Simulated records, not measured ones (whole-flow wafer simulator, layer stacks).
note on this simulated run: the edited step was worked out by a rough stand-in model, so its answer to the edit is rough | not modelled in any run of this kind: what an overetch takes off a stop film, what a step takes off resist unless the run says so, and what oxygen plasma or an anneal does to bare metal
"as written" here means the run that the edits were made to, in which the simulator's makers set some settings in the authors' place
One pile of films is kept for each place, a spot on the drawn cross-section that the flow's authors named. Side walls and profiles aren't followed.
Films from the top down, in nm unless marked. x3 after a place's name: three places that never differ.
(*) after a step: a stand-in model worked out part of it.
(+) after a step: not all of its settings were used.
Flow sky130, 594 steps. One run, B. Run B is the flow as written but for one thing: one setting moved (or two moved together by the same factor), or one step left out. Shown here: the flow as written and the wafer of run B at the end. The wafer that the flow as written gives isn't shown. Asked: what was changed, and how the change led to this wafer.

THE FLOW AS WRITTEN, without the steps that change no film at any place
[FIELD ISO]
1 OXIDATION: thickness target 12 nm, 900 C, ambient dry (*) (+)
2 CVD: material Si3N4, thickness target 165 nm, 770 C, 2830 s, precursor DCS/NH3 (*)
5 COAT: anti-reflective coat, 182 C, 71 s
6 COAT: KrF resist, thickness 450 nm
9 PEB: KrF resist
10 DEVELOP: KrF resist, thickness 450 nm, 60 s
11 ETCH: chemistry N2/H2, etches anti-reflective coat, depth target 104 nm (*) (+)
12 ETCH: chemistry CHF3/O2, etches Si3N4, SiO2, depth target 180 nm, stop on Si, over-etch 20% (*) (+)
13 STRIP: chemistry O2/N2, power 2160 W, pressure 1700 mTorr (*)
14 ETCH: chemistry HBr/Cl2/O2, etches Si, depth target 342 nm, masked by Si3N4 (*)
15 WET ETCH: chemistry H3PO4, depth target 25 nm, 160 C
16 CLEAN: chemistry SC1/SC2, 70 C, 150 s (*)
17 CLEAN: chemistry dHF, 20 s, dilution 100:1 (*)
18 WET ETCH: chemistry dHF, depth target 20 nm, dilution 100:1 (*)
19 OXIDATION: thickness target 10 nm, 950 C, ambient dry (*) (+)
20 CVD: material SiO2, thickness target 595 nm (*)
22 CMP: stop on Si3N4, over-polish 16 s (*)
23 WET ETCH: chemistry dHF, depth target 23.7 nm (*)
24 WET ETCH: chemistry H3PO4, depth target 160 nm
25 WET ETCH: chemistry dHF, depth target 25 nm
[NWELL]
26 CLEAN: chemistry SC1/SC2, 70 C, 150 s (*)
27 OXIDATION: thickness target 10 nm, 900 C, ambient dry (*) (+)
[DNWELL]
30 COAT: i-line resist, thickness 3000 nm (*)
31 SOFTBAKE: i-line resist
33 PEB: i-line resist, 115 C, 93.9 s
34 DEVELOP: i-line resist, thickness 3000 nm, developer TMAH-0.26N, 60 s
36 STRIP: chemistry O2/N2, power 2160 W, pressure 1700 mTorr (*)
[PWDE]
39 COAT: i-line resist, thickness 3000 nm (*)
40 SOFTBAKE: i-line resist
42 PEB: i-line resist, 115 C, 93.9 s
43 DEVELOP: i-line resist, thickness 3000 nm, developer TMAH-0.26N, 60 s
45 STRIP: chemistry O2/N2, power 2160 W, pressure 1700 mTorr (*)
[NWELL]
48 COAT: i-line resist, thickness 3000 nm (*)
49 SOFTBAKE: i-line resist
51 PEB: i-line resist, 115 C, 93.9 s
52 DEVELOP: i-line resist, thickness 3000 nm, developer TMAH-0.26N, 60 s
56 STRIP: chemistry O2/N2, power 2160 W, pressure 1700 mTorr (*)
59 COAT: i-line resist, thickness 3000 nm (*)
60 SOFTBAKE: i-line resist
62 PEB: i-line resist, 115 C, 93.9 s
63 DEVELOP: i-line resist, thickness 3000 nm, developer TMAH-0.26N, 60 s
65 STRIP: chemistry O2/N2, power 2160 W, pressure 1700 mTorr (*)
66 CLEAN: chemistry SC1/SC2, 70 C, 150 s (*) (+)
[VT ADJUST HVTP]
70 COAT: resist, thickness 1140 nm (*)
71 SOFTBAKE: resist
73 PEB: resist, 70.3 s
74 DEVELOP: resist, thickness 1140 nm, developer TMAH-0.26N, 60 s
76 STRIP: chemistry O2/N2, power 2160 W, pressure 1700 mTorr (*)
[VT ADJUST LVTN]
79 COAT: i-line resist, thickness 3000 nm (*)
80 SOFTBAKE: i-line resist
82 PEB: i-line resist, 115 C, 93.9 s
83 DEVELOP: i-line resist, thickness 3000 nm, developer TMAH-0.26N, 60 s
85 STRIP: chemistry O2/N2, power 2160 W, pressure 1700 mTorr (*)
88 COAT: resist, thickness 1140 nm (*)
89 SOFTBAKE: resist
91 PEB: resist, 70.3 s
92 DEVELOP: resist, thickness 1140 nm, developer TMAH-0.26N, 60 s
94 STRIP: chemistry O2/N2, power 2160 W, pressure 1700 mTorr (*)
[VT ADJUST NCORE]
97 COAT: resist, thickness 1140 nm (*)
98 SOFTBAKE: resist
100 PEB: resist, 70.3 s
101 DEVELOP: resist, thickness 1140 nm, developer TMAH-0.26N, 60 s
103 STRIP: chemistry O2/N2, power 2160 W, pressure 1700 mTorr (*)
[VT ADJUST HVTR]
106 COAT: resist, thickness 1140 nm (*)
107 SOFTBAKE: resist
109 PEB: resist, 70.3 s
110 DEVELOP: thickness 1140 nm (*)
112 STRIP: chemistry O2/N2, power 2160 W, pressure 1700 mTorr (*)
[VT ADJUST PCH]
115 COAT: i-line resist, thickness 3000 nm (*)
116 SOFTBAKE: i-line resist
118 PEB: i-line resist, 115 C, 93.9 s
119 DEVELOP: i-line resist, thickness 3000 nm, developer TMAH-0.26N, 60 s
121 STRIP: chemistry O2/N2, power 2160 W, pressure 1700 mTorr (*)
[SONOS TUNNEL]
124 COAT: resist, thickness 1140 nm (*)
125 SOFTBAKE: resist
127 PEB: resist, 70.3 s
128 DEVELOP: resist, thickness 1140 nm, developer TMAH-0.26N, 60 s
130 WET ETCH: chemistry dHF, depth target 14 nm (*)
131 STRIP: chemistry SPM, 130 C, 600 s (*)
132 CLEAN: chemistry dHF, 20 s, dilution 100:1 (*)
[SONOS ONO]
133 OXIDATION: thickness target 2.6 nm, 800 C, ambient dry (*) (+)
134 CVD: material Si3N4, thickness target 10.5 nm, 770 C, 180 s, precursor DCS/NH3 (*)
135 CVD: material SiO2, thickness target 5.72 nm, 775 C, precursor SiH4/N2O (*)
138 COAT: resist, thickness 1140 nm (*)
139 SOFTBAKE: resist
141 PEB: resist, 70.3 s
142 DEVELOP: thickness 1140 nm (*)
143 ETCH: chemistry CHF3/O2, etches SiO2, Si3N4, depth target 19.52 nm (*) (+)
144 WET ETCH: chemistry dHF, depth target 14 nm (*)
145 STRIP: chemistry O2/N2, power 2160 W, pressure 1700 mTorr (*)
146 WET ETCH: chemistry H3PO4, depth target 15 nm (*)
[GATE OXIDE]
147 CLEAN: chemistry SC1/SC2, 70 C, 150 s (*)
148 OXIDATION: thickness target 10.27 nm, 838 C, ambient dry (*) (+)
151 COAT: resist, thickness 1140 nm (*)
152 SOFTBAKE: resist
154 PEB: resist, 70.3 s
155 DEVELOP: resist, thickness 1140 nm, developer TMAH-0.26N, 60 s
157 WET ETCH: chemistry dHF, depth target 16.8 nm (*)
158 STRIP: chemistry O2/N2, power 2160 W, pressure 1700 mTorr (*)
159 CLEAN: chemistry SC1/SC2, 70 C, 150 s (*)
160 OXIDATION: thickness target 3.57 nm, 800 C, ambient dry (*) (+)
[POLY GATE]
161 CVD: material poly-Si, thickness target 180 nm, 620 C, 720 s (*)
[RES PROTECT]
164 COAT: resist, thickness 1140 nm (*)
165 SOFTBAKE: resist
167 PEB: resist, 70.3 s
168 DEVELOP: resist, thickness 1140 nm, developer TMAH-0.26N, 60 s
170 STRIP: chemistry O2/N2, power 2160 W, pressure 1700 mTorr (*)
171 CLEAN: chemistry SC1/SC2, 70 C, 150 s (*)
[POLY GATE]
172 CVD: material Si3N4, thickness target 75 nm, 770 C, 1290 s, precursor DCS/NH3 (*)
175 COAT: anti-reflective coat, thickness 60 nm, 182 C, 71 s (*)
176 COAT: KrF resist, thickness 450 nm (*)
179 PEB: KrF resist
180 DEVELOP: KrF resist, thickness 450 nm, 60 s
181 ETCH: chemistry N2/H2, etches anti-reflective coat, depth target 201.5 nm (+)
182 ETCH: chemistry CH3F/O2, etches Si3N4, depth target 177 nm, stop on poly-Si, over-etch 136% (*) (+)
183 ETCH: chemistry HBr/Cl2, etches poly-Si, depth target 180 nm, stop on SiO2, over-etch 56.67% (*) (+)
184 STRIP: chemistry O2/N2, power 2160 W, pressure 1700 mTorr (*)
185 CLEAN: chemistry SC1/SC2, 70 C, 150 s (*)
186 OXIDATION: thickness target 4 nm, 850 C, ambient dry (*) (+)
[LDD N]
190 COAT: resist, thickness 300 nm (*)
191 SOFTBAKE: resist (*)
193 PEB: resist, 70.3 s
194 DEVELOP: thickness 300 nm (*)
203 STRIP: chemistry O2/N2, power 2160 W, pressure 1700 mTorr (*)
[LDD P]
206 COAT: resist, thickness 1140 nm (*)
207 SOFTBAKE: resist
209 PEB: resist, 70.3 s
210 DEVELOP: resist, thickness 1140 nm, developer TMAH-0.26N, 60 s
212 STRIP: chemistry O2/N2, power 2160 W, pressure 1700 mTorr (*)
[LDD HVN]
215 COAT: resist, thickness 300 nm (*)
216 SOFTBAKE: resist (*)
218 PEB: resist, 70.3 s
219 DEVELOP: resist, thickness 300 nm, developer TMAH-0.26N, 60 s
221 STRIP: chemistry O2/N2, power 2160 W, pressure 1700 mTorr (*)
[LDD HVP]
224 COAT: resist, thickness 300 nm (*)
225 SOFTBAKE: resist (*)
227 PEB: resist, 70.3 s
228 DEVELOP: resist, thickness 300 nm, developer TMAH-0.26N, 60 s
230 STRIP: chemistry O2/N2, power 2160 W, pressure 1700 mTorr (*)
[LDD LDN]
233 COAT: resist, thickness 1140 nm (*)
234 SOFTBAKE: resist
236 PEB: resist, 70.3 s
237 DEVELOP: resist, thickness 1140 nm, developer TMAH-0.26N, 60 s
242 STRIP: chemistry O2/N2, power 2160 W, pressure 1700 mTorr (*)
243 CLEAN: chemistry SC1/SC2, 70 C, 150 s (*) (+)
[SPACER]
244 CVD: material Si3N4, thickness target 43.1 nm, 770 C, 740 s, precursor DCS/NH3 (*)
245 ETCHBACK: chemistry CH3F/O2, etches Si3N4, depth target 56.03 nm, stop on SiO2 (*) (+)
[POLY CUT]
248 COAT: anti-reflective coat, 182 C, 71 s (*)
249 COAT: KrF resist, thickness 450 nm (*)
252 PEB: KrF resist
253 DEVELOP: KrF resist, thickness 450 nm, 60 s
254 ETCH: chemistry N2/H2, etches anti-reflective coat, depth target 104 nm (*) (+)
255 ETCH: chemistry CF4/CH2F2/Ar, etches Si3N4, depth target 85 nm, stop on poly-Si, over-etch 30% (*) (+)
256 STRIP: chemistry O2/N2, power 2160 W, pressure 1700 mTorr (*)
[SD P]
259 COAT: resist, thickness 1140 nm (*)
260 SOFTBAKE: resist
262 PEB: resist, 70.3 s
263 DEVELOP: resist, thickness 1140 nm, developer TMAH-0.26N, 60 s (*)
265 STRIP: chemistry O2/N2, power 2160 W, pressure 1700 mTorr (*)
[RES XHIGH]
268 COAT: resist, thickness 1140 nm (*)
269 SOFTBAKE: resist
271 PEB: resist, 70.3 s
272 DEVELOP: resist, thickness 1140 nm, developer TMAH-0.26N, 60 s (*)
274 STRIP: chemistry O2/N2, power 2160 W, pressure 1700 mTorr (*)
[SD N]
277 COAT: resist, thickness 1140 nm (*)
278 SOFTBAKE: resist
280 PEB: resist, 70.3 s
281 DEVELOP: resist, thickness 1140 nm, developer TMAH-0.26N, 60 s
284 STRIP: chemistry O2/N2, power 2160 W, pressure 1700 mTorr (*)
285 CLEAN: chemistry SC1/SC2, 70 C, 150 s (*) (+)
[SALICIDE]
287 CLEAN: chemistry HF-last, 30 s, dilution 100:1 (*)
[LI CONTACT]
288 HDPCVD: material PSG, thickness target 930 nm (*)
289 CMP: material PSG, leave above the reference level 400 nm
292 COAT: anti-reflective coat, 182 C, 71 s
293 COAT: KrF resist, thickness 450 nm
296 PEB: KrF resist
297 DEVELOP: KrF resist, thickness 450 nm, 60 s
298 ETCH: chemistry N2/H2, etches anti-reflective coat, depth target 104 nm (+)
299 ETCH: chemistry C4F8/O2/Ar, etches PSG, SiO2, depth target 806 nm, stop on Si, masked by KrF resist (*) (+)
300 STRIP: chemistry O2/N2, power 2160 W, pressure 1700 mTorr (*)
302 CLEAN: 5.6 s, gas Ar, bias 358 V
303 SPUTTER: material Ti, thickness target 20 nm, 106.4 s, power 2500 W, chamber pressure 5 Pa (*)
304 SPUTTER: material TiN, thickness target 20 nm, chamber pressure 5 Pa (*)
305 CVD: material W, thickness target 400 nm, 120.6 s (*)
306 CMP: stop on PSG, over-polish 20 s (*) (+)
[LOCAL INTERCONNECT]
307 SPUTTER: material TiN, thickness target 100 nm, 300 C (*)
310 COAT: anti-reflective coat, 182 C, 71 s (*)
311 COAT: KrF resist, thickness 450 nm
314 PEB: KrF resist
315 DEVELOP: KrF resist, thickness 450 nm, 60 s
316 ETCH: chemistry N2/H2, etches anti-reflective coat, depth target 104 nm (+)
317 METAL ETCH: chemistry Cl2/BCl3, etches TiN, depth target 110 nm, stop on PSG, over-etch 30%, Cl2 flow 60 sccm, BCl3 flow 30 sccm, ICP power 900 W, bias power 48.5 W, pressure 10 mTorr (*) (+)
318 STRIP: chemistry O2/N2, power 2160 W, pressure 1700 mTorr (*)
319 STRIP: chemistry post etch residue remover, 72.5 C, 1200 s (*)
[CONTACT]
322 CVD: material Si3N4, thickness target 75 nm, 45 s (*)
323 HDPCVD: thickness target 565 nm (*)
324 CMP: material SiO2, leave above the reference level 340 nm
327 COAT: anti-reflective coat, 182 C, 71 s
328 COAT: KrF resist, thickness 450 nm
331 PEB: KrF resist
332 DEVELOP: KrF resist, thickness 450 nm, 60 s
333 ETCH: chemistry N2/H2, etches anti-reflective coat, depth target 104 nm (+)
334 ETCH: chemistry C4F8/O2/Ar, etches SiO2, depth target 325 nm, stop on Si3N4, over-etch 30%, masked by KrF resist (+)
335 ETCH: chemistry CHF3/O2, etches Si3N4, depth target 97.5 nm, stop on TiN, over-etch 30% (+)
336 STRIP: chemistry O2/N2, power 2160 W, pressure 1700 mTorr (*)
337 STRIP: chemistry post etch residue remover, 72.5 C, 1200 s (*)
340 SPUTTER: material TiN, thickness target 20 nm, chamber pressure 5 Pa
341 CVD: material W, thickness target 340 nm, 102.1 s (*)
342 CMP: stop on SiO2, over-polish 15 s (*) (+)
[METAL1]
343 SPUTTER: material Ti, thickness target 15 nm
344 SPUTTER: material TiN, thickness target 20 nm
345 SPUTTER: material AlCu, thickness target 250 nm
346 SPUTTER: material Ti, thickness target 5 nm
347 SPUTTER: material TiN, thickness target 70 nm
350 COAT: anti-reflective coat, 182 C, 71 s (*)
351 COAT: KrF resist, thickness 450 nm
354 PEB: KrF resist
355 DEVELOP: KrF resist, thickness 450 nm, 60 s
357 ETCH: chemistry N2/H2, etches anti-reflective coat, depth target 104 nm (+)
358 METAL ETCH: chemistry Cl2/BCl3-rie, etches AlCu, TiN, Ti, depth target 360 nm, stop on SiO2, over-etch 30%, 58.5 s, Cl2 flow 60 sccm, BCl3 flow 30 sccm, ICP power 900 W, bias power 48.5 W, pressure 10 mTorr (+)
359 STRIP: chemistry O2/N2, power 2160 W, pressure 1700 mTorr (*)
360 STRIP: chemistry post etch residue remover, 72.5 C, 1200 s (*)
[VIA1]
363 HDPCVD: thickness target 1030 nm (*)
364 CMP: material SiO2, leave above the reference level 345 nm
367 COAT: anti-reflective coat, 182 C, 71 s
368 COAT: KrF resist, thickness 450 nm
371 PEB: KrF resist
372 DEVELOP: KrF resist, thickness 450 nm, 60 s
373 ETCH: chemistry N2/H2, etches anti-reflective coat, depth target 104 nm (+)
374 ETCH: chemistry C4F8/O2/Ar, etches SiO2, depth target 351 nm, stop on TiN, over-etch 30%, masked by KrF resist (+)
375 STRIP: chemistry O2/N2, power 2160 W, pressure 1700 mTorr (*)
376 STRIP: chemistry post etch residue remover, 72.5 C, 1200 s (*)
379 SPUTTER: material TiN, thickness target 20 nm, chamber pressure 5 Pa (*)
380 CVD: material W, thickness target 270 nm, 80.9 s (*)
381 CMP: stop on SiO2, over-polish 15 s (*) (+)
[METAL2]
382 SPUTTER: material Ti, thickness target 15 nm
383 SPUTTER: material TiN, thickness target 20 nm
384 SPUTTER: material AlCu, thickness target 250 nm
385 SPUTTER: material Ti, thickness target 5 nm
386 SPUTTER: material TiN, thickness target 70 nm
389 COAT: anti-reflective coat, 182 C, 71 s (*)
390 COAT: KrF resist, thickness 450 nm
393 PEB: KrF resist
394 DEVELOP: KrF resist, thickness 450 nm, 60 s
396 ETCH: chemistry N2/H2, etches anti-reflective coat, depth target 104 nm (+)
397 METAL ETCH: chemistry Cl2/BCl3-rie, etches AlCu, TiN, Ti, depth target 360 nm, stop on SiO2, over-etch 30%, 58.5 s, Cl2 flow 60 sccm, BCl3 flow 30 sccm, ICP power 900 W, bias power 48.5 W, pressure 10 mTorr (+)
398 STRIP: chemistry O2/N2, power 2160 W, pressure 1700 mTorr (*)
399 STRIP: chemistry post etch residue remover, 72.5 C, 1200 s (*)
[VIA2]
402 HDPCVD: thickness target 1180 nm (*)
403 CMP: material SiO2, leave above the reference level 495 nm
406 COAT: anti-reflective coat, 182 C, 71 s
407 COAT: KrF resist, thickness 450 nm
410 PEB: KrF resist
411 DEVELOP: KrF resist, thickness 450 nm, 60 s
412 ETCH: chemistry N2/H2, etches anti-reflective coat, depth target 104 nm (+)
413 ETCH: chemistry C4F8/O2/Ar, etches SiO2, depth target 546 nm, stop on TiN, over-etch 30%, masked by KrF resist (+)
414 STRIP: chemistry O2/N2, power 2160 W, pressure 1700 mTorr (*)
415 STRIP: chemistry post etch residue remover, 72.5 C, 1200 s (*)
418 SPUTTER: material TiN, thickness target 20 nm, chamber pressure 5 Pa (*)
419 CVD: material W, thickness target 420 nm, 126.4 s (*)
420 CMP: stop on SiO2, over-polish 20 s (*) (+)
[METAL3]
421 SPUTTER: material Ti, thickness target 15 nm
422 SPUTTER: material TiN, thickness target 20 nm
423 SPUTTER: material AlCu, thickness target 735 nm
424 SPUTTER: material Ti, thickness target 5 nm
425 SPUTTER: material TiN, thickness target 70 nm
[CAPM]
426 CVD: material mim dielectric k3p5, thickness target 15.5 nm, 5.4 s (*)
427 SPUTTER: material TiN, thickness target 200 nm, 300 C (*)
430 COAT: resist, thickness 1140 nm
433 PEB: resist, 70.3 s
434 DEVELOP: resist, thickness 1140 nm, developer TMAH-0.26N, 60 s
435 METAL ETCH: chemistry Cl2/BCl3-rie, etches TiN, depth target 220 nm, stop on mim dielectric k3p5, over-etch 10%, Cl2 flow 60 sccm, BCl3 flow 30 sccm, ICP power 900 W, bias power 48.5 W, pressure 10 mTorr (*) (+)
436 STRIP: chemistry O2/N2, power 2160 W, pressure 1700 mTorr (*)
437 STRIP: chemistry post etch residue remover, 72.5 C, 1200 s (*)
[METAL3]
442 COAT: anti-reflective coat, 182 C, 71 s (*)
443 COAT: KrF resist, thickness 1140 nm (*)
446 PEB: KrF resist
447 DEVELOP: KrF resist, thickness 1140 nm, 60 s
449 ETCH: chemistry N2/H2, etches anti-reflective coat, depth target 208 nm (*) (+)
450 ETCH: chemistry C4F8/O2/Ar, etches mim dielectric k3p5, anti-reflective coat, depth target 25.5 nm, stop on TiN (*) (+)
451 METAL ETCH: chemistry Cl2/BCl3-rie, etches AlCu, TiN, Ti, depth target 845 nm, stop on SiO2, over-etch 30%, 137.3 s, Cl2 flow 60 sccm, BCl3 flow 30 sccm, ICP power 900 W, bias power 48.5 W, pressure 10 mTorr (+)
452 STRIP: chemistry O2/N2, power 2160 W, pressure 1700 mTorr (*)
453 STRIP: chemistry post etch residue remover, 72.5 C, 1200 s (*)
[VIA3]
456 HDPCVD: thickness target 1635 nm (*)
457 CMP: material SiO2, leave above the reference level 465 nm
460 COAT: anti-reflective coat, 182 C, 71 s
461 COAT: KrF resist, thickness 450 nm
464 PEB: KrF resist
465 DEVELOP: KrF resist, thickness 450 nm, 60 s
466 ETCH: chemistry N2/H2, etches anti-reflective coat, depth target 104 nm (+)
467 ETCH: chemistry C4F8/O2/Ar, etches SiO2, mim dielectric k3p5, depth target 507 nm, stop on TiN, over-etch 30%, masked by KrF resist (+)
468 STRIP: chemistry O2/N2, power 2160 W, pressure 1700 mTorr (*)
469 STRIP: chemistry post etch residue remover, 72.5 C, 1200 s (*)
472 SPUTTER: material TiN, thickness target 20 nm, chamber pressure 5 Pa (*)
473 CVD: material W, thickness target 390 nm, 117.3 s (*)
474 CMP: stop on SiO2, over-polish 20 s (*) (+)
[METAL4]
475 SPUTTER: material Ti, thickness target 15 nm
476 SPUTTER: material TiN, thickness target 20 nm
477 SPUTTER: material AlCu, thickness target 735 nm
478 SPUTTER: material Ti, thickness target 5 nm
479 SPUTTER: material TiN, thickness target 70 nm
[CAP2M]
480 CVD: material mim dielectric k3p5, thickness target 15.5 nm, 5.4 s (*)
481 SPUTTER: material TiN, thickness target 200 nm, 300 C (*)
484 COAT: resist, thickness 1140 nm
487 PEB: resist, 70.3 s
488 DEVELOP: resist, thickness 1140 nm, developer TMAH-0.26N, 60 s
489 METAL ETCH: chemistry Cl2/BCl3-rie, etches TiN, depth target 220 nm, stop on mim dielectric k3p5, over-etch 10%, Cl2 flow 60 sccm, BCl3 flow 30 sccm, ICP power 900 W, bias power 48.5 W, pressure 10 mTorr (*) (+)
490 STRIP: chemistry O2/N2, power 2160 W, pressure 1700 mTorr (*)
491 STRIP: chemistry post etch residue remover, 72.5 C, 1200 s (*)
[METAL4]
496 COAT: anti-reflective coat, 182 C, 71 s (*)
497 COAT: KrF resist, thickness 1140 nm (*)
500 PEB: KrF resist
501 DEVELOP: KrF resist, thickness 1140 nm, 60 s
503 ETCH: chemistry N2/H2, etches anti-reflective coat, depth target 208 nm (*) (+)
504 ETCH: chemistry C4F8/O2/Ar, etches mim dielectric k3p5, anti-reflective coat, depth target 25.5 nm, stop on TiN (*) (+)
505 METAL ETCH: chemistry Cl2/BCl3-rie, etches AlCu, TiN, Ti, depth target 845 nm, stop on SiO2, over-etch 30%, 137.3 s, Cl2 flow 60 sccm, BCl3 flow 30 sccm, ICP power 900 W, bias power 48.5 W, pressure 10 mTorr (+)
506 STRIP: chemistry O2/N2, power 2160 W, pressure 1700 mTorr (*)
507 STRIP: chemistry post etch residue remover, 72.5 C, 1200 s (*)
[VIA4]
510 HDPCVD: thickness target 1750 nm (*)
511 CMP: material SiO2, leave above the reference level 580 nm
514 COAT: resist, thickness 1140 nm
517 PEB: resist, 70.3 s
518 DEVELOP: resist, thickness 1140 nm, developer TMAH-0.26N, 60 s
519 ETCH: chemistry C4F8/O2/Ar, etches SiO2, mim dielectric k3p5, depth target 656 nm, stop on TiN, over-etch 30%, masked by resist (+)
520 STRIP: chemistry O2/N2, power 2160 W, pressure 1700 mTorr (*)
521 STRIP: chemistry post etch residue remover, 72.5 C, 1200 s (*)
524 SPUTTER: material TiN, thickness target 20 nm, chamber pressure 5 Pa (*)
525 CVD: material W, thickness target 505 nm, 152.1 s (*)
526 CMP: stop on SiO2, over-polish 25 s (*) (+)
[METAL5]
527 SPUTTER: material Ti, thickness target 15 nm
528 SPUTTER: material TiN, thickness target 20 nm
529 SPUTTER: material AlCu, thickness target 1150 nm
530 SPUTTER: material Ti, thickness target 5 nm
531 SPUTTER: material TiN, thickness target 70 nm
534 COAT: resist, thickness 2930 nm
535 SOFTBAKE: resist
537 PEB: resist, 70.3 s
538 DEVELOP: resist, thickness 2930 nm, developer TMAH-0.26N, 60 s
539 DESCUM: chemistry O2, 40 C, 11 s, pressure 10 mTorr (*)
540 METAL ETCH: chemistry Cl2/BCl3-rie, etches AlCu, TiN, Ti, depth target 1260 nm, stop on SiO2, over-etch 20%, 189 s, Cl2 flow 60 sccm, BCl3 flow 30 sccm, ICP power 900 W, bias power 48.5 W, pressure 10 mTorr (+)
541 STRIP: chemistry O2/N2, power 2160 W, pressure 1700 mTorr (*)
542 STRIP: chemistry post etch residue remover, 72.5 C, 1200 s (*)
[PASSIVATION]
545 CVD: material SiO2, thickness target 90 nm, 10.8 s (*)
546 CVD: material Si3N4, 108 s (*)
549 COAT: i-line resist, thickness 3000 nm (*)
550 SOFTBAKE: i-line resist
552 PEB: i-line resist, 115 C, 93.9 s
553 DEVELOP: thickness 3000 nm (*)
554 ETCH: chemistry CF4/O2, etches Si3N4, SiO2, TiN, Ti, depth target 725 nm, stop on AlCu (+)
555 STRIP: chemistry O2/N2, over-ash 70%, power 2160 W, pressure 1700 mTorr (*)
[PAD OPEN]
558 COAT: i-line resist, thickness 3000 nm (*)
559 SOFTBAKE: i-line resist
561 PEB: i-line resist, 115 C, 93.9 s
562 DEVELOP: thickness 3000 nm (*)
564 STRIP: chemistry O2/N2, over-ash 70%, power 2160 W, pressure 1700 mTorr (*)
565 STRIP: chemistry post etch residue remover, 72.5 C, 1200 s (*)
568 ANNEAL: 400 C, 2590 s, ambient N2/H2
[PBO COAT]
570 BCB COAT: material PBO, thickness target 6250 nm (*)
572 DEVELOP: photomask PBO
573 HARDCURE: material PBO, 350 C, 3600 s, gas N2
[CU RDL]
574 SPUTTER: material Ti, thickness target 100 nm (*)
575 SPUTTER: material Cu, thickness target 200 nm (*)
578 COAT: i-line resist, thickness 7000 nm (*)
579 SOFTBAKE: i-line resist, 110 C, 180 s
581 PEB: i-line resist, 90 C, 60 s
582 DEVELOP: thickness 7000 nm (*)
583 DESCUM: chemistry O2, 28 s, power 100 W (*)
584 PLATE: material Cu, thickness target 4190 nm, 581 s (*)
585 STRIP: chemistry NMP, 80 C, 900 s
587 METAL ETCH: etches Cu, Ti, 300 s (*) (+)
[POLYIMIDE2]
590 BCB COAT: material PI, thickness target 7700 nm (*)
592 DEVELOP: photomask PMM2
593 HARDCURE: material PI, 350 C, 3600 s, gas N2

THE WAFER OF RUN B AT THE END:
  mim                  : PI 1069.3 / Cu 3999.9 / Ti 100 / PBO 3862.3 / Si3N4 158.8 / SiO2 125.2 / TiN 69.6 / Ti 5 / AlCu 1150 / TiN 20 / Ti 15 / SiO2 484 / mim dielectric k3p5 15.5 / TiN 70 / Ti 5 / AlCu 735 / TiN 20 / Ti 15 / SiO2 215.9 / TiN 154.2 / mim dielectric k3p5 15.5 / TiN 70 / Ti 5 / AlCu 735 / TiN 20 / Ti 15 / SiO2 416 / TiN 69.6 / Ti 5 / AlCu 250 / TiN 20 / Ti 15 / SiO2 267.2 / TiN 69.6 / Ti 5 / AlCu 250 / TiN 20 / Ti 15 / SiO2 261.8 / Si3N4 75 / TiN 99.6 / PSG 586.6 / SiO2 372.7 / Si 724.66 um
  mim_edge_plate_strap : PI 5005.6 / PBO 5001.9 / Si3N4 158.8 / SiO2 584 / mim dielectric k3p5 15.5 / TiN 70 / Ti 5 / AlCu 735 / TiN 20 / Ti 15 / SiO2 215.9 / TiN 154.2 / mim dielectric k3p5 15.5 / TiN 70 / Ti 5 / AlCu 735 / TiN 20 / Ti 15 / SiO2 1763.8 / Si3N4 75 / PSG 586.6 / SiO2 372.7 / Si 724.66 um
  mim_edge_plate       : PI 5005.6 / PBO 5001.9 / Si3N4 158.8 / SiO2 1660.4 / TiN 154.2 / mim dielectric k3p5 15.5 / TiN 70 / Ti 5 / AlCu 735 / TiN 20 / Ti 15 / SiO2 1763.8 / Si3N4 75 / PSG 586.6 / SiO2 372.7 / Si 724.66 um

The cause: step 427, SPUTTER: thickness target 155 nm was run, where the flow has thickness target 200 nm.

How the change led to this, step by step:
  427 SPUTTER: material TiN, thickness target 200 nm, 300 C (*)
      field, active, n_well and 188 more: TiN +155 (new film) (as written it would be: TiN +200 (new film))
  435 METAL ETCH: chemistry Cl2/BCl3-rie, etches TiN, depth target 220 nm, stop on mim dielectric k3p5, over-etch 10%, Cl2 flow 60 sccm, BCl3 flow 30 sccm, ICP power 900 W, bias power 48.5 W, pressure 10 mTorr (*) (+)
      field, active, n_well and 185 more: TiN -155 (all of it) (as written it would be: TiN -200 (all of it))
      mim, mim_edge_plate_strap, mim_edge_plate: resist -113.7 (as written it would be: resist -146.7)
  436 STRIP: chemistry O2/N2, power 2160 W, pressure 1700 mTorr (*)
      mim, mim_edge_plate_strap, mim_edge_plate: resist -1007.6 (all of it) (as written it would be: resist -974.6 (all of it))
  442 COAT: anti-reflective coat, 182 C, 71 s (*)
      rpm_encl, rpm_encl_psd, rpm_encl_urpm: anti-reflective coat +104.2 (new film) (as written it would be: anti-reflective coat +101.2 (new film))
      poly_licon, rpo_hd_licon: anti-reflective coat +70 (new film) (as written it would be: anti-reflective coat +57.6 (new film))
      (and at 6 more places)
  443 COAT: KrF resist, thickness 1140 nm (*)
      mim_edge_plate_strap, mim_edge_plate: KrF resist +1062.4 (new film) (as written it would be: KrF resist +1017.4 (new film))
      mim: KrF resist +1065.8 (new film) (as written it would be: KrF resist +1025.5 (new film))
  449 ETCH: chemistry N2/H2, etches anti-reflective coat, depth target 208 nm (*) (+)
      rpm_encl, rpm_encl_psd, rpm_encl_urpm: anti-reflective coat -104.2 (all of it) (as written it would be: anti-reflective coat -101.2 (all of it))
      poly_licon, rpo_hd_licon: anti-reflective coat -70 (all of it) (as written it would be: anti-reflective coat -57.6 (all of it))
      (and at 3 more places)
  452 STRIP: chemistry O2/N2, power 2160 W, pressure 1700 mTorr (*)
      mim_edge_plate_strap, mim_edge_plate: KrF resist -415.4 (all of it), anti-reflective coat -3 (all of it) (as written it would be: KrF resist -370.5 (all of it), anti-reflective coat -3 (all of it))
      mim: KrF resist -418.9 (all of it), anti-reflective coat -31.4 (all of it) (as written it would be: KrF resist -378.7 (all of it), anti-reflective coat -40.4 (all of it))
      (and at 2 more places)
  457 CMP: material SiO2, leave above the reference level 465 nm
      mim, mim_edge_plate_strap, mim_edge_plate: SiO2 -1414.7 (as written it would be: SiO2 -1459.7)
